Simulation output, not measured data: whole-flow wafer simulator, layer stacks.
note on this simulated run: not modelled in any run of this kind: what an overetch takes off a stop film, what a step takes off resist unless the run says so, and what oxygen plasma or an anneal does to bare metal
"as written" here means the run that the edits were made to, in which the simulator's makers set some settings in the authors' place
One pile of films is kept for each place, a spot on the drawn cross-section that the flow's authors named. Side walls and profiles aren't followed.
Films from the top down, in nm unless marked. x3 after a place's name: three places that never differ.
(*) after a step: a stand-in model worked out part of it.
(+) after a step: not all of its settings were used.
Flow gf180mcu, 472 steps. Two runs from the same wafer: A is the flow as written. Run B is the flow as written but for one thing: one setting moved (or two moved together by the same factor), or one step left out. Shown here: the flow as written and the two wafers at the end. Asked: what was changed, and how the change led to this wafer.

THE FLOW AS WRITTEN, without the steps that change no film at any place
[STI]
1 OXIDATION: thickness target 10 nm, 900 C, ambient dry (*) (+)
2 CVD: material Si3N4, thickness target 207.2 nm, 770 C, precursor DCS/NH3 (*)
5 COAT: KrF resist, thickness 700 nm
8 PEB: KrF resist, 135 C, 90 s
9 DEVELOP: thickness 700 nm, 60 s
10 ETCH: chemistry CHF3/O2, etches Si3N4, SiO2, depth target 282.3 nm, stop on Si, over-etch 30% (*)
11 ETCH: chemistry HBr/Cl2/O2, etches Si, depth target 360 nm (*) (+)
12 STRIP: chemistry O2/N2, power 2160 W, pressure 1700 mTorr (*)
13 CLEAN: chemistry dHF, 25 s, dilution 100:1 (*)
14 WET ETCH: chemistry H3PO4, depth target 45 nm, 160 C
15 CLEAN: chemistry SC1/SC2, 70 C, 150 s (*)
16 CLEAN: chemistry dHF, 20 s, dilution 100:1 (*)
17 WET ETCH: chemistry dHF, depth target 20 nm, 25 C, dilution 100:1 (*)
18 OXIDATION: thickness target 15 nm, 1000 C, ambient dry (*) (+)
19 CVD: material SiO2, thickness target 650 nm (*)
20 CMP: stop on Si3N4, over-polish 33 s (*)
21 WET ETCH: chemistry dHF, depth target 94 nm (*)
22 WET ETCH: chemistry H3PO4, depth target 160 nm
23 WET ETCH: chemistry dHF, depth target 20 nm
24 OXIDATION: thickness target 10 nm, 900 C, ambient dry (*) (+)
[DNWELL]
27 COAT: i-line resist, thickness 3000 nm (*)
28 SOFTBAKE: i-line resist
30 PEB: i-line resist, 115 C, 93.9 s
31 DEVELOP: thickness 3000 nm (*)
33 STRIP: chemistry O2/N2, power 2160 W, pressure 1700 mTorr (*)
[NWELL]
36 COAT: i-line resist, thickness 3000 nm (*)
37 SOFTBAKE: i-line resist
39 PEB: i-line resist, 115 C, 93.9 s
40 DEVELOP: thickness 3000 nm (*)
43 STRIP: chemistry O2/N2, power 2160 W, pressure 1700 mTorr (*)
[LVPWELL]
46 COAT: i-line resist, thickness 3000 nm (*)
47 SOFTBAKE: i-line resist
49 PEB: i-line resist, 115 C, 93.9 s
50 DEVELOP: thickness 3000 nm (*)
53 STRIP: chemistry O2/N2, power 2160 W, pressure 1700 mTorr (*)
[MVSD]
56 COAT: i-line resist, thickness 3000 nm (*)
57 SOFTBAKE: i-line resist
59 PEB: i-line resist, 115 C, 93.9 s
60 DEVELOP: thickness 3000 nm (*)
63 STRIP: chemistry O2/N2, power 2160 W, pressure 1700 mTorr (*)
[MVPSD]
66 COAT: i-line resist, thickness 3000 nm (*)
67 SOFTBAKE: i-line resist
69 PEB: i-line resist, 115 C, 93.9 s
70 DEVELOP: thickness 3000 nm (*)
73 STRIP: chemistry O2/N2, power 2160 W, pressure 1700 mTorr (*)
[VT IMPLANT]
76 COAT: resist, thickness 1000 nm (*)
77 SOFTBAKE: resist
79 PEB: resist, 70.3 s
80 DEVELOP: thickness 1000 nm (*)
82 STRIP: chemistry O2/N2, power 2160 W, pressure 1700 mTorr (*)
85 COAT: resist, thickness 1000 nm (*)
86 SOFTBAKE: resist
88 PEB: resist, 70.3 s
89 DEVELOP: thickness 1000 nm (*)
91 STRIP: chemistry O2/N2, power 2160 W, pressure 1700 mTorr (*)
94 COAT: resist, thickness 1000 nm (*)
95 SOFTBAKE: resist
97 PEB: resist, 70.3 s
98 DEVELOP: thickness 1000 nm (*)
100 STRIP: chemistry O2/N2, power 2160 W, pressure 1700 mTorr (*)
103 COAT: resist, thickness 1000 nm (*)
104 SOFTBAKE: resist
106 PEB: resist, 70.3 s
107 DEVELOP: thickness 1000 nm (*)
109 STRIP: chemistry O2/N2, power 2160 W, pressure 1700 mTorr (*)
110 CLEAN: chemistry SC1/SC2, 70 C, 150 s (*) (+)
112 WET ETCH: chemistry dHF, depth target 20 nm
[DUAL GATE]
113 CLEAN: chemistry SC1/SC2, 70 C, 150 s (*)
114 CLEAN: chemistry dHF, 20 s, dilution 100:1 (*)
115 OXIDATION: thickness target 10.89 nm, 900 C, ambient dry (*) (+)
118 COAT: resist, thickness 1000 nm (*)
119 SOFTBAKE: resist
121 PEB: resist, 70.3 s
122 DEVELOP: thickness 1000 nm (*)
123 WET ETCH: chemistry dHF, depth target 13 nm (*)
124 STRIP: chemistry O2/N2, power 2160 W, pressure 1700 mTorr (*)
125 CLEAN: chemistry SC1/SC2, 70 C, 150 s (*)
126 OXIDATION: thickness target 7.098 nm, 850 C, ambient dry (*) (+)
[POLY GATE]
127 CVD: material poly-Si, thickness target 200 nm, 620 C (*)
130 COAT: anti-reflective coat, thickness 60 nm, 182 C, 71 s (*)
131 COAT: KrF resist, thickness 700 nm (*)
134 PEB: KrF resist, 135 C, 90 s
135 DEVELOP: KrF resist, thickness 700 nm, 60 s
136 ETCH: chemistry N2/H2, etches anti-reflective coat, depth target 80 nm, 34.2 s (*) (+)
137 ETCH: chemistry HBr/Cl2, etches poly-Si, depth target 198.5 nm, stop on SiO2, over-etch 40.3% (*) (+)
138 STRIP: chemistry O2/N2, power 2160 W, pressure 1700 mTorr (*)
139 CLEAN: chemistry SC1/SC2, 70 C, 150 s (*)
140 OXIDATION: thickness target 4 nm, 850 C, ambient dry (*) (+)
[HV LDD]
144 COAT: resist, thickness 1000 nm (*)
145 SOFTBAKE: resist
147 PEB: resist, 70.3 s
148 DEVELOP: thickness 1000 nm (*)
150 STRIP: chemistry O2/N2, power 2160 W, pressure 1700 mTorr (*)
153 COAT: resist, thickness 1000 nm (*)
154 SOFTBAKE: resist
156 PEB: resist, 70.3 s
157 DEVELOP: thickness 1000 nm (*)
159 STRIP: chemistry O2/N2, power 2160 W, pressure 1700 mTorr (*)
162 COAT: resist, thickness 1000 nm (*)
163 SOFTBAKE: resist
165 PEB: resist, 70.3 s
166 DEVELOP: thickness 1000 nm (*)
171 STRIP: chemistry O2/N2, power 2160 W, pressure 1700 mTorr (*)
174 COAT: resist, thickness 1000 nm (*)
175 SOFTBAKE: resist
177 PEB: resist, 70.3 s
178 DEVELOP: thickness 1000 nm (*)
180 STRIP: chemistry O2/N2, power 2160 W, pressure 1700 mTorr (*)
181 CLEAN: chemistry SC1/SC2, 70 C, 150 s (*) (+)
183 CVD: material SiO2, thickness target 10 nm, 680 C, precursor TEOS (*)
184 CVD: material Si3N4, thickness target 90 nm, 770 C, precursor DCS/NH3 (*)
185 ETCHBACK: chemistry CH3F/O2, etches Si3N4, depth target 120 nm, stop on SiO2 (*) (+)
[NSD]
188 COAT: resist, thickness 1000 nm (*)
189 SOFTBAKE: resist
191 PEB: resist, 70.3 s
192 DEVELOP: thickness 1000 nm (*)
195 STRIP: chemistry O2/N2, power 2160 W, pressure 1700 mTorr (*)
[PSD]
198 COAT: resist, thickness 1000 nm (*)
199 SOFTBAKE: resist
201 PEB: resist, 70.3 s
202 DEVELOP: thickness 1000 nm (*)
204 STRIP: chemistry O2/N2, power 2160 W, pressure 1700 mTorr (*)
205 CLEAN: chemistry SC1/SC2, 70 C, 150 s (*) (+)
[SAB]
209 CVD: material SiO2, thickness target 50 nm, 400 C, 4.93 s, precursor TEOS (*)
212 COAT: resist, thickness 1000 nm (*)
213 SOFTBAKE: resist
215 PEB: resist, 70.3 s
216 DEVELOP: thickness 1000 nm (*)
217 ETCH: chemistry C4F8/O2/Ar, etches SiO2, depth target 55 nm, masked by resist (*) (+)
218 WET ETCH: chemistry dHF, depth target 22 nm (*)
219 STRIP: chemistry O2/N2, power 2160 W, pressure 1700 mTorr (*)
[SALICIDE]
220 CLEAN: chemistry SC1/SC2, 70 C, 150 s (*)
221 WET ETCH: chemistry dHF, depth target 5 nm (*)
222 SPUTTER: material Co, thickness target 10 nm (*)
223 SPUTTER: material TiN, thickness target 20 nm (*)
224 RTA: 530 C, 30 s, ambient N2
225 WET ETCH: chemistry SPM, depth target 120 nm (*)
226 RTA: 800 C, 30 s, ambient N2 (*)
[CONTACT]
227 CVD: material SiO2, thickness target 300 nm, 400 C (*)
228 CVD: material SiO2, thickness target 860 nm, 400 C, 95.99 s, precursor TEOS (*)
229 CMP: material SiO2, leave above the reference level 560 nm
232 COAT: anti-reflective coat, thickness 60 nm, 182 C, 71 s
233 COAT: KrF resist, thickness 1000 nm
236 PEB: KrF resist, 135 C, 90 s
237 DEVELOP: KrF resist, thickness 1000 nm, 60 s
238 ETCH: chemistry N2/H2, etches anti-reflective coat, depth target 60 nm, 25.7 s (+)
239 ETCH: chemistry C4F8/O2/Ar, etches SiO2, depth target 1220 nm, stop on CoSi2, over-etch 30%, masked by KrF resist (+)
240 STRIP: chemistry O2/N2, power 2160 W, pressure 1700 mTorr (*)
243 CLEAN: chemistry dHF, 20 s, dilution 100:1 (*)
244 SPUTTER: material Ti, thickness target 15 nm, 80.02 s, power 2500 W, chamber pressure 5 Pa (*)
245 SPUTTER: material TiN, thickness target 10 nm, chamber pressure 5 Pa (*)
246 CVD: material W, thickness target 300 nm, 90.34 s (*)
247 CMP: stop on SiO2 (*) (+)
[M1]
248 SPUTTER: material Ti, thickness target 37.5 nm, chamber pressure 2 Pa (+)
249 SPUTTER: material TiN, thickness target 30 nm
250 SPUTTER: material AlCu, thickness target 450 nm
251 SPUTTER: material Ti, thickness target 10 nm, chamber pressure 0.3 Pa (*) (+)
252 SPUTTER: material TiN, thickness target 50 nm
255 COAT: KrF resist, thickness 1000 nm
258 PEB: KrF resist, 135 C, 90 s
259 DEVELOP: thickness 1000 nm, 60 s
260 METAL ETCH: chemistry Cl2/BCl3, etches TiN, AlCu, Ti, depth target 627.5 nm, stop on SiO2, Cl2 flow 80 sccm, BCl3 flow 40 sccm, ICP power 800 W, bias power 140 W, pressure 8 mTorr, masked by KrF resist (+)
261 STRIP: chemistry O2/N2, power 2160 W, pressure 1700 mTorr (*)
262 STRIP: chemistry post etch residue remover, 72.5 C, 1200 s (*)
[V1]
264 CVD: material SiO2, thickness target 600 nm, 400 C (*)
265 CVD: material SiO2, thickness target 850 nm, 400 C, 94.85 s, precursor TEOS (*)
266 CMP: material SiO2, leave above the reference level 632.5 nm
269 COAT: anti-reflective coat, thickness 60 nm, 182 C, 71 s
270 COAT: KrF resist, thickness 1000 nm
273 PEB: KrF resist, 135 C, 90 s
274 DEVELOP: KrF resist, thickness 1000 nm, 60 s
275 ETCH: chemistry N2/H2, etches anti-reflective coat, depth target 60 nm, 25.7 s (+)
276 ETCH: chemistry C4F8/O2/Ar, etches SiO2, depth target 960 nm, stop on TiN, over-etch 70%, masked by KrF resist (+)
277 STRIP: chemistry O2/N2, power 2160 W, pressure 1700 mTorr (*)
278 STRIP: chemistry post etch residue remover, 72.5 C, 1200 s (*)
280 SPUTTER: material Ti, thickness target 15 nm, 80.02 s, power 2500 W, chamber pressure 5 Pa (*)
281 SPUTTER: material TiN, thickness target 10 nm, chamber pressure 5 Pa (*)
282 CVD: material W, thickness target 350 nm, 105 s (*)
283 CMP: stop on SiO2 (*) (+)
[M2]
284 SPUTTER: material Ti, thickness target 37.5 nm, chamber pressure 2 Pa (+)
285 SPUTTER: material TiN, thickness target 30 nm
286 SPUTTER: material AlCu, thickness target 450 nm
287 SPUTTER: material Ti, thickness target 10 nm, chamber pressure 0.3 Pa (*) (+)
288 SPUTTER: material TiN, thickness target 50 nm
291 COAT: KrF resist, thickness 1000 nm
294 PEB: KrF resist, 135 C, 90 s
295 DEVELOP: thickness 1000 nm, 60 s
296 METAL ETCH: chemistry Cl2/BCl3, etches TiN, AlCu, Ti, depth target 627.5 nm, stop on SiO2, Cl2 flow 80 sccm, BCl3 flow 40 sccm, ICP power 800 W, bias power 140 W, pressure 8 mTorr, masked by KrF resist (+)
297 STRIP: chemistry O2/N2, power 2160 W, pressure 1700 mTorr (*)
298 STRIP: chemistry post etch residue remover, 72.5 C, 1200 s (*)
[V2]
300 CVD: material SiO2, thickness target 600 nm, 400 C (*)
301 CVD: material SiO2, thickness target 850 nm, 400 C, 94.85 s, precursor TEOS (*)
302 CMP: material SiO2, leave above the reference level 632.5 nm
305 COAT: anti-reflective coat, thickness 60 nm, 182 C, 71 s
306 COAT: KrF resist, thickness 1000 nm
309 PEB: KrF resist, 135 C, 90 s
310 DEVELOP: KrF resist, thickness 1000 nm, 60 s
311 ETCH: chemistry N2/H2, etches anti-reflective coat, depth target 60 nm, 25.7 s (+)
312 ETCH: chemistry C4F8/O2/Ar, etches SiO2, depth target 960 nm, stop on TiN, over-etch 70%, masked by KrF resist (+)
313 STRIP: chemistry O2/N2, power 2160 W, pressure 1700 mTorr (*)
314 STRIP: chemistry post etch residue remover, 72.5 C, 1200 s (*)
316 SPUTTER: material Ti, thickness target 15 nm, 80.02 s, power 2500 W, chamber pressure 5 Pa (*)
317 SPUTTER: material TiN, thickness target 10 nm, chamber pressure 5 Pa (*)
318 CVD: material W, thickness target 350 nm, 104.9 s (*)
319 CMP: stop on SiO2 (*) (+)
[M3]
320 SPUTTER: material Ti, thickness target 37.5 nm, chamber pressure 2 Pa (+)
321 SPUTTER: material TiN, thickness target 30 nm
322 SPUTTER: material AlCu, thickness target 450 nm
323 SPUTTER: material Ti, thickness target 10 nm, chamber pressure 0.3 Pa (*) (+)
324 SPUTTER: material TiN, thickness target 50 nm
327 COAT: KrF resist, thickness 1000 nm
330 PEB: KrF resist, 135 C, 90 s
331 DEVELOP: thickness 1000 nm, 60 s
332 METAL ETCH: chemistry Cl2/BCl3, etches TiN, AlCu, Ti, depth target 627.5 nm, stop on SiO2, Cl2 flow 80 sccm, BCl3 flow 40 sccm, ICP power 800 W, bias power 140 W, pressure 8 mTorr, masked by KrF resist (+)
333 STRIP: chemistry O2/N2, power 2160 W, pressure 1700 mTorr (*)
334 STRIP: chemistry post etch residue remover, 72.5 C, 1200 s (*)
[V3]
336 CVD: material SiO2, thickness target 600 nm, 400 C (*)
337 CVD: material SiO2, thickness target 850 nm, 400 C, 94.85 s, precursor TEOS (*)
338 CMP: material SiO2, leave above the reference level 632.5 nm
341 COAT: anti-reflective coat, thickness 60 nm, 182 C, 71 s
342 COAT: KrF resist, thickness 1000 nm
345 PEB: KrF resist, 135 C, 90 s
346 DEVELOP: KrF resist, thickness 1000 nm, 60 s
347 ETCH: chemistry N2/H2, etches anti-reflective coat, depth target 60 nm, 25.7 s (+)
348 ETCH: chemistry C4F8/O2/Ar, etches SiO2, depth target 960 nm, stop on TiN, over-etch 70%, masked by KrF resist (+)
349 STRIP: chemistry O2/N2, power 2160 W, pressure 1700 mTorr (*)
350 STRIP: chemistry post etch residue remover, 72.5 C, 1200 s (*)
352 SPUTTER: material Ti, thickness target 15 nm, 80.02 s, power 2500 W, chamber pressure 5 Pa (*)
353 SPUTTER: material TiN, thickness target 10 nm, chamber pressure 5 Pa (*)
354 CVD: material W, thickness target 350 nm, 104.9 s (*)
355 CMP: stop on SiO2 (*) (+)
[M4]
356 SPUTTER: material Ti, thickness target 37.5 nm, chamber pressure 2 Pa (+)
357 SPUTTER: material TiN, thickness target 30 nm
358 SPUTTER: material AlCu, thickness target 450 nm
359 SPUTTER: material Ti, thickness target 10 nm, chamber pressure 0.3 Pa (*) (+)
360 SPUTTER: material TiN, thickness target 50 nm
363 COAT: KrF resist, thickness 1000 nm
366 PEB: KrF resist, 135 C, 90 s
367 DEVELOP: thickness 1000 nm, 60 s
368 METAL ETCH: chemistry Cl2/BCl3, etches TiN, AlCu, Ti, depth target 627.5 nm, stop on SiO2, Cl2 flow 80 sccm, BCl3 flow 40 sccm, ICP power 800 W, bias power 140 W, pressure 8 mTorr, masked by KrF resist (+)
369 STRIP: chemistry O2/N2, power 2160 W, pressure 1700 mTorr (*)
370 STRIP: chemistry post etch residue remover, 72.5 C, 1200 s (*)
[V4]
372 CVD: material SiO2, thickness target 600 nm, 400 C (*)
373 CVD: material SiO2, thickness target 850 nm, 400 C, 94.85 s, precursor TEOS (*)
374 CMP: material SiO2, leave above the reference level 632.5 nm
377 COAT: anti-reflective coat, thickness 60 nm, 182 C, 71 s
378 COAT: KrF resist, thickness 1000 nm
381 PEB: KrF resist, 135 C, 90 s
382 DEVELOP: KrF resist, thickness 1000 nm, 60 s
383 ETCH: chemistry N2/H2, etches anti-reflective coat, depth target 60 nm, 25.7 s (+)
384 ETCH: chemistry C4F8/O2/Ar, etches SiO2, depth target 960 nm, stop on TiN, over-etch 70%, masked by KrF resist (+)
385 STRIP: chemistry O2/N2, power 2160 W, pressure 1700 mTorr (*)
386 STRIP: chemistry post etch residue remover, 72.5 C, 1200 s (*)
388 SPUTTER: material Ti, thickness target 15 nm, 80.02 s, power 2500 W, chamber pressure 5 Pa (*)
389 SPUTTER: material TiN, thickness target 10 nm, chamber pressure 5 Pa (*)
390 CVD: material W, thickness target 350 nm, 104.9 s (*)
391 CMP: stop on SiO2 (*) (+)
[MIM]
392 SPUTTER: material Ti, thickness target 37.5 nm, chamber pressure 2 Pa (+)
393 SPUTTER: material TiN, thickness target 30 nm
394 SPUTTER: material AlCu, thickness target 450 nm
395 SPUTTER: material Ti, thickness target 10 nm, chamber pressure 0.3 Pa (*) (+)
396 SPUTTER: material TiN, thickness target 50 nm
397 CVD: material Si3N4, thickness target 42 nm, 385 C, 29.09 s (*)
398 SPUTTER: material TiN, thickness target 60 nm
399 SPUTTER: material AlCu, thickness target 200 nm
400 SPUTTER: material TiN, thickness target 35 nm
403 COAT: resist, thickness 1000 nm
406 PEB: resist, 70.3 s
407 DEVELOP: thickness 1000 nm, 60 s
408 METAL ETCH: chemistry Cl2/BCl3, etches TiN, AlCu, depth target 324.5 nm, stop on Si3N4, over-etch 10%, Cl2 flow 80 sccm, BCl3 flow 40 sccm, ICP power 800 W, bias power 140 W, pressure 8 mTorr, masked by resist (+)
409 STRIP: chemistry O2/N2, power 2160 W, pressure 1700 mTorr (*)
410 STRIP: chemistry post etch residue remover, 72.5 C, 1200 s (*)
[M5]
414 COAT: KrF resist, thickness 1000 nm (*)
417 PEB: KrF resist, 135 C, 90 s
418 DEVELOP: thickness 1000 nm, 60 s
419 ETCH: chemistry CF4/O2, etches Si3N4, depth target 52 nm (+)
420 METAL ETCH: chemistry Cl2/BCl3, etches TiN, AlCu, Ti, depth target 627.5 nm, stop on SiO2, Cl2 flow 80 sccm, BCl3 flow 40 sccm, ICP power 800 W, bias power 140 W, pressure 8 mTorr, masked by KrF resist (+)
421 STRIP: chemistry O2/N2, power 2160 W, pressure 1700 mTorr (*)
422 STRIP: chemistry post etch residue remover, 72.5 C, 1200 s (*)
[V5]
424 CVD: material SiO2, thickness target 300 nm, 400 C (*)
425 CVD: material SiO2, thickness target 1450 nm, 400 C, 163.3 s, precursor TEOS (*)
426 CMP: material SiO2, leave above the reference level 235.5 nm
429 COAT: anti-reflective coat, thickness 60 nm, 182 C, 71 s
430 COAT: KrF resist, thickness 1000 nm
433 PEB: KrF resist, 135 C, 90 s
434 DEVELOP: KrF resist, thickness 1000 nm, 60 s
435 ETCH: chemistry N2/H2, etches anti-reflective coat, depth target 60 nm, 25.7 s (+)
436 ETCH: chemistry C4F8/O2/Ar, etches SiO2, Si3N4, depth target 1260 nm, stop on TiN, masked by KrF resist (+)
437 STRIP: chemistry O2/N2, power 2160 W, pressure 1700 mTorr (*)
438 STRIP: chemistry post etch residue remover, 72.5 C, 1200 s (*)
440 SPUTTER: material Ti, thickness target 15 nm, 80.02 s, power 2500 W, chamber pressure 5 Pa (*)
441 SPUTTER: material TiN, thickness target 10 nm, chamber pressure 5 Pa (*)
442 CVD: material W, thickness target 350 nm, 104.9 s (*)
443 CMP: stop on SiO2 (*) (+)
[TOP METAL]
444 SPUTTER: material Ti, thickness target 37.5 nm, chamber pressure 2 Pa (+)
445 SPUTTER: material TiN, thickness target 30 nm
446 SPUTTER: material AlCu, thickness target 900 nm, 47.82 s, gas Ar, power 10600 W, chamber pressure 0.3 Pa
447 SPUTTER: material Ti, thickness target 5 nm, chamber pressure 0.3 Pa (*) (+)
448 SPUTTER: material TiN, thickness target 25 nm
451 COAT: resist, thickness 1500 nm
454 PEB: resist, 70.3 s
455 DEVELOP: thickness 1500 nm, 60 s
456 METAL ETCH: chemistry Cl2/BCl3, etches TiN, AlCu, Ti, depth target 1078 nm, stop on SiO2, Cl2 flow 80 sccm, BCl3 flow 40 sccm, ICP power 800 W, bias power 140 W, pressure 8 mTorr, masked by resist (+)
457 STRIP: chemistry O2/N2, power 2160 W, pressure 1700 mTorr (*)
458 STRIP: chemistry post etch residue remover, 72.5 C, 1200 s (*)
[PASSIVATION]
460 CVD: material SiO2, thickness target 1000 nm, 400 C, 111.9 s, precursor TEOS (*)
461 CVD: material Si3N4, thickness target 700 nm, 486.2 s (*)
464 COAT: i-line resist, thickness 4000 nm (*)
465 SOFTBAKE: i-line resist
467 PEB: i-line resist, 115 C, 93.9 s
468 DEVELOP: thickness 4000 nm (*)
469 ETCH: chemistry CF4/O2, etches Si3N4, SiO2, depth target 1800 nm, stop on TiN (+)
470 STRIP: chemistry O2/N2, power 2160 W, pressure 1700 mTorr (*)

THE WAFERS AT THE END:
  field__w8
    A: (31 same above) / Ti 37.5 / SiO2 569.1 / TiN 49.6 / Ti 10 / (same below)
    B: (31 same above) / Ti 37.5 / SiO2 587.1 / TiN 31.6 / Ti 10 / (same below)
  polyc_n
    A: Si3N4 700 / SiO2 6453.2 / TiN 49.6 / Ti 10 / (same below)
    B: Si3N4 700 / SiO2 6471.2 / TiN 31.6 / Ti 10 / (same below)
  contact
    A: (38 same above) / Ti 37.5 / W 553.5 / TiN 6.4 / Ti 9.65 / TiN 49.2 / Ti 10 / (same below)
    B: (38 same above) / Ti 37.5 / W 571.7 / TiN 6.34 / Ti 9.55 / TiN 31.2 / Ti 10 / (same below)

The cause: step 252, SPUTTER: thickness target 32 nm was run, where the flow has thickness target 50 nm.

How the change led to this, step by step:
  252 SPUTTER: material TiN, thickness target 50 nm
      field, field__w1, field__w2 and 108 more: A TiN +50 (new film) | B TiN +32 (new film)
  260 METAL ETCH: chemistry Cl2/BCl3, etches TiN, AlCu, Ti, depth target 627.5 nm, stop on SiO2, Cl2 flow 80 sccm, BCl3 flow 40 sccm, ICP power 800 W, bias power 140 W, pressure 8 mTorr, masked by KrF resist (+)
      field, field__w1, field__w2 and 99 more: A TiN -50 (all of it), Ti -10 (all of it), AlCu -450 (all of it), TiN -30 (all of it), Ti -37.5 (all of it) | B TiN -32 (all of it), Ti -10 (all of it), AlCu -450 (all of it), TiN -30 (all of it), Ti -37.5 (all of it)
  266 CMP: material SiO2, leave above the reference level 632.5 nm
      field__w8, contact, m1 and 6 more: A SiO2 -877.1 | B SiO2 -859.1
  276 ETCH: chemistry C4F8/O2/Ar, etches SiO2, depth target 960 nm, stop on TiN, over-etch 70%, masked by KrF resist (+)
      contact: A SiO2 -572.5 (all of it) | B SiO2 -590.5 (all of it)
